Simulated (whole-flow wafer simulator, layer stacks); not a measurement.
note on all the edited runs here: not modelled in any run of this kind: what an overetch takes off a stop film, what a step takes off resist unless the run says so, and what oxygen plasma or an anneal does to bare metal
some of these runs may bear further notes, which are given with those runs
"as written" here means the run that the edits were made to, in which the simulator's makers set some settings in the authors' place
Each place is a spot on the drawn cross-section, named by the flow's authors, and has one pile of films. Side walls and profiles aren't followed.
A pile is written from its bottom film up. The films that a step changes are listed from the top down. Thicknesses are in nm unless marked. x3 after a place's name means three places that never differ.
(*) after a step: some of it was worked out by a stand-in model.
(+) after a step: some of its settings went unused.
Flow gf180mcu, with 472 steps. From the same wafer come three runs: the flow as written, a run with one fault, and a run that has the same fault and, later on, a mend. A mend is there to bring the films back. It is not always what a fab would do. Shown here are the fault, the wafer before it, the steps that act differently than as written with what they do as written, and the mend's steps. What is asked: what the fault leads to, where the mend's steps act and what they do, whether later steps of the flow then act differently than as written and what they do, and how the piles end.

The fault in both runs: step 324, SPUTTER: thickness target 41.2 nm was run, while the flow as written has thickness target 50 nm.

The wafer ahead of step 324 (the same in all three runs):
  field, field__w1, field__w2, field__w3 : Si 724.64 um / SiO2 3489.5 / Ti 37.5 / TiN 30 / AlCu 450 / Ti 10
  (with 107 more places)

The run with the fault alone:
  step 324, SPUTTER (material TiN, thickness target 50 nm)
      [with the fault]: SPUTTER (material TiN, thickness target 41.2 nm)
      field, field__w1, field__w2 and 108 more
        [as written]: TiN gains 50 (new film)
        [with the fault]: TiN gains 41.2 (new film)
  Steps later in the flow that act otherwise than as written (5 other steps are not shown; they differ only slightly, by no more than 2% or 0.5 nm, whichever is larger):
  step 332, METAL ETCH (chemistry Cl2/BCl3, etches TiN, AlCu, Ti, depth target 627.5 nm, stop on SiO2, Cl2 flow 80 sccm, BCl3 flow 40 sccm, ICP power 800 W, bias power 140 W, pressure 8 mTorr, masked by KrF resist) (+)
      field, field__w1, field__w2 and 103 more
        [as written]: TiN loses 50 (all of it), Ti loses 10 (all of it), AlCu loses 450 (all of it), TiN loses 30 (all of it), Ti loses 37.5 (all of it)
        [with the fault]: TiN loses 41.2 (all of it), Ti loses 10 (all of it), AlCu loses 450 (all of it), TiN loses 30 (all of it), Ti loses 37.5 (all of it)
  The piles end different from the flow's at field__w8, contact, m1, m1__w1, m1_nw by more than 2% or 0.5 nm, whichever is larger.
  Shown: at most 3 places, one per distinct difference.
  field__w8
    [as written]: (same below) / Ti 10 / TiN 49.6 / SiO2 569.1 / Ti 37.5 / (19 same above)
    [with the fault]: (same below) / Ti 10 / TiN 40.8 / SiO2 577.9 / Ti 37.5 / (19 same above)
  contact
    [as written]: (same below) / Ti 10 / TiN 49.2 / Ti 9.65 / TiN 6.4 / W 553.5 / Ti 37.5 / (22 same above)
    [with the fault]: (same below) / Ti 10 / TiN 40.4 / Ti 9.6 / TiN 6.37 / W 562.4 / Ti 37.5 / (22 same above)

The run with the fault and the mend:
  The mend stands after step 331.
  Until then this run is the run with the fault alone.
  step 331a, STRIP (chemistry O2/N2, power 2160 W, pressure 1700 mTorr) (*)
      field__w8, contact, m1, m1__w1, m1_nw
        KrF resist loses 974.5 (all of it)
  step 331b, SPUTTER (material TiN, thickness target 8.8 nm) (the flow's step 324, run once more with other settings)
      field, field__w1, field__w2 and 108 more
        TiN gains 8.8
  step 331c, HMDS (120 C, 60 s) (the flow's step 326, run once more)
      alters no film at any place that is followed
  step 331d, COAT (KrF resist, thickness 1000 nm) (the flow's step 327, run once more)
      field, field__w1, field__w2 and 108 more
        KrF resist gains 1000 (new film)
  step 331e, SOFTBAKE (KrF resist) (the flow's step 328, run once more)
      alters no film at any place that is followed
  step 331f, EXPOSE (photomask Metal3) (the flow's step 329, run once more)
      alters no film at any place that is followed
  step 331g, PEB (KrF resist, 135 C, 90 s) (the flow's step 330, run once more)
      field, field__w1, field__w2 and 108 more
        KrF resist loses 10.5
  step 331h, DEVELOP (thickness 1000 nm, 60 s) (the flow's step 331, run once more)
      field, field__w1, field__w2 and 103 more
        KrF resist loses 989.5 (all of it)
      field__w8, contact, m1, m1__w1, m1_nw
        KrF resist loses 14.9
  None of the later steps of the flow acts differently than as written at any place that is followed.
  By the end, the piles equal the flow's at every place that both follow.
